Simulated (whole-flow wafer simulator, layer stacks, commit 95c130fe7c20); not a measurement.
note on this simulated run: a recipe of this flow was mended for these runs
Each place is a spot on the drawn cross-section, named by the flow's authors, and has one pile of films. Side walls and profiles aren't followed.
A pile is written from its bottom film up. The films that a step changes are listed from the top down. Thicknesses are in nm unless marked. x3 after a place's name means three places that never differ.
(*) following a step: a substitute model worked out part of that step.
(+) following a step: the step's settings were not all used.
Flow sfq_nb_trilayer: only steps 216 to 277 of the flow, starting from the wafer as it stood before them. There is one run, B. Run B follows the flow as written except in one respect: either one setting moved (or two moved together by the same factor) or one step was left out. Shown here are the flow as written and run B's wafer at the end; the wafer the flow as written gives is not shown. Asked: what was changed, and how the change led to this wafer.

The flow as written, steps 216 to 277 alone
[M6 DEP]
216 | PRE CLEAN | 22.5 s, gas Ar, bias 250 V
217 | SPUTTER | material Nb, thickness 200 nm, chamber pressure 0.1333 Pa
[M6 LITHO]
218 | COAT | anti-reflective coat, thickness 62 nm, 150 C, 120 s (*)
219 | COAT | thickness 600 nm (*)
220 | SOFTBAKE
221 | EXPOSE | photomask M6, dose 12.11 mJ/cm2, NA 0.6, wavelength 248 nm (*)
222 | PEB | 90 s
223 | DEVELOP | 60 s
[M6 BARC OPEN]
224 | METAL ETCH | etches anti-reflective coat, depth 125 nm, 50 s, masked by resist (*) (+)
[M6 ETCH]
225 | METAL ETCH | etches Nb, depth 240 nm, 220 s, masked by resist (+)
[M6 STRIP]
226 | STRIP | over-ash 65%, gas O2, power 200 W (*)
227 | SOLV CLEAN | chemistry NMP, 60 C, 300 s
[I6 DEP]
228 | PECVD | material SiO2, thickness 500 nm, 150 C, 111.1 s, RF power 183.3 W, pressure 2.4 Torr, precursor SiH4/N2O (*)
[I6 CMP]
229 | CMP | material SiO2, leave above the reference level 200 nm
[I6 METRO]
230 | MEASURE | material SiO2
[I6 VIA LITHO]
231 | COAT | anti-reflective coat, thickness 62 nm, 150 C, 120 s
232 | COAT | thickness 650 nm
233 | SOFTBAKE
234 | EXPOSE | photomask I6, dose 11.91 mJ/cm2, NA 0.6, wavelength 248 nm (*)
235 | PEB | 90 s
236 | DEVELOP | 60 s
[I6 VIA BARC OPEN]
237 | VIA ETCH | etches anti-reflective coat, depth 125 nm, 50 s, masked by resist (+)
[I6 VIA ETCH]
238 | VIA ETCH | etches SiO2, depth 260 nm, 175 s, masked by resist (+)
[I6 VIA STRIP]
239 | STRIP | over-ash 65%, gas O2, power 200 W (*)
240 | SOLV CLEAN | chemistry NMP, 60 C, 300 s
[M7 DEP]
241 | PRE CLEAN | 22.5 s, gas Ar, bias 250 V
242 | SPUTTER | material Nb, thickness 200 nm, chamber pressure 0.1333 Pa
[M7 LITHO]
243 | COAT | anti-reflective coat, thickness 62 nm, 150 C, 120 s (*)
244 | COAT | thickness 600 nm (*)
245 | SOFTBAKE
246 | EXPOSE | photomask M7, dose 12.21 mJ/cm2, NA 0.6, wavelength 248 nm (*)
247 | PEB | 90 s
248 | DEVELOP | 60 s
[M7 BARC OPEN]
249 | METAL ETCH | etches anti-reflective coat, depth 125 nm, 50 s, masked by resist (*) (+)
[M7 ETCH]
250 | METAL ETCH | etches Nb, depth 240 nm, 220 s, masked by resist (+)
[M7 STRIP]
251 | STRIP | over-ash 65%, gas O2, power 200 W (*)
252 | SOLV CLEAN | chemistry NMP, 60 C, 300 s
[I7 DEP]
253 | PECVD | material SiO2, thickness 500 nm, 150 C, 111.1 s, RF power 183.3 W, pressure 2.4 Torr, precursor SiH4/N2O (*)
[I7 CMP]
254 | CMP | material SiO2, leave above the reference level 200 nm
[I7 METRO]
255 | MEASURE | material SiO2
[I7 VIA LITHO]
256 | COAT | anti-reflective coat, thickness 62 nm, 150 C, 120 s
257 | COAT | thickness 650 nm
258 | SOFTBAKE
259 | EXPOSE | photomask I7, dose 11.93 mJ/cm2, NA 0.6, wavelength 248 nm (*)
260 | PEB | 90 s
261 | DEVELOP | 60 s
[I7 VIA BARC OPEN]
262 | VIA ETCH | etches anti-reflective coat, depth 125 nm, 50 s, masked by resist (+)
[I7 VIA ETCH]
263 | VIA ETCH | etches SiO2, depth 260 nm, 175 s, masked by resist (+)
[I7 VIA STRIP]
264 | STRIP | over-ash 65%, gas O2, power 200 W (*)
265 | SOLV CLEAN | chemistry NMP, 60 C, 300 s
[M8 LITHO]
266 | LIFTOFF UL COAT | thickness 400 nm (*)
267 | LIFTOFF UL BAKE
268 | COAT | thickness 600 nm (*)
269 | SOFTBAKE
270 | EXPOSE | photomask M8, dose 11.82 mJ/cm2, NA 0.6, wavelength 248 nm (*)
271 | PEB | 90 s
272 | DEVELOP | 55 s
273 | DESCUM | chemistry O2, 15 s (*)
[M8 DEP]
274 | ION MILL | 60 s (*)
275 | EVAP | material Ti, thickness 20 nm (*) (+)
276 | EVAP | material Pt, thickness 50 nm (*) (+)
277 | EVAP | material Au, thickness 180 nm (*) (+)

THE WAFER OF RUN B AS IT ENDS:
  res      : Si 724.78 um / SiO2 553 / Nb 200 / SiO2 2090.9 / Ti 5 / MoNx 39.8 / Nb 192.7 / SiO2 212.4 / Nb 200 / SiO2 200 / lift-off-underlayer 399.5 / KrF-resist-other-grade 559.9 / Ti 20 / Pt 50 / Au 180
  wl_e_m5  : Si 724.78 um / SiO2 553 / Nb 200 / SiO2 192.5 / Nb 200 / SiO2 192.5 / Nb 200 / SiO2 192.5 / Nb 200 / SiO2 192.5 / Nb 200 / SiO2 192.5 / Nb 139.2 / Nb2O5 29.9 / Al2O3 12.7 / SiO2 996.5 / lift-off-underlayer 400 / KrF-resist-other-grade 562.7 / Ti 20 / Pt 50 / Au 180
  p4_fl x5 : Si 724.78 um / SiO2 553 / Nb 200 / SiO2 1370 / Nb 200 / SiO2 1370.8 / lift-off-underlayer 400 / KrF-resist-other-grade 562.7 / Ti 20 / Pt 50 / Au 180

The reason: step 216, PRE CLEAN: 32.62 s was run, though the flow has 22.5 s.

How this came from the change, step by step:
  216 | PRE CLEAN | 22.5 s, gas Ar, bias 250 V
      res: Ti loses 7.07 (all of it), MoNx loses 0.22 (in the flow as written it would be: Ti loses 4.53)
      field_l, v_sur, via_wl and 100 more: SiO2 loses 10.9 (in the flow as written it would be: SiO2 loses 7.5)
      (also at 2 further places)
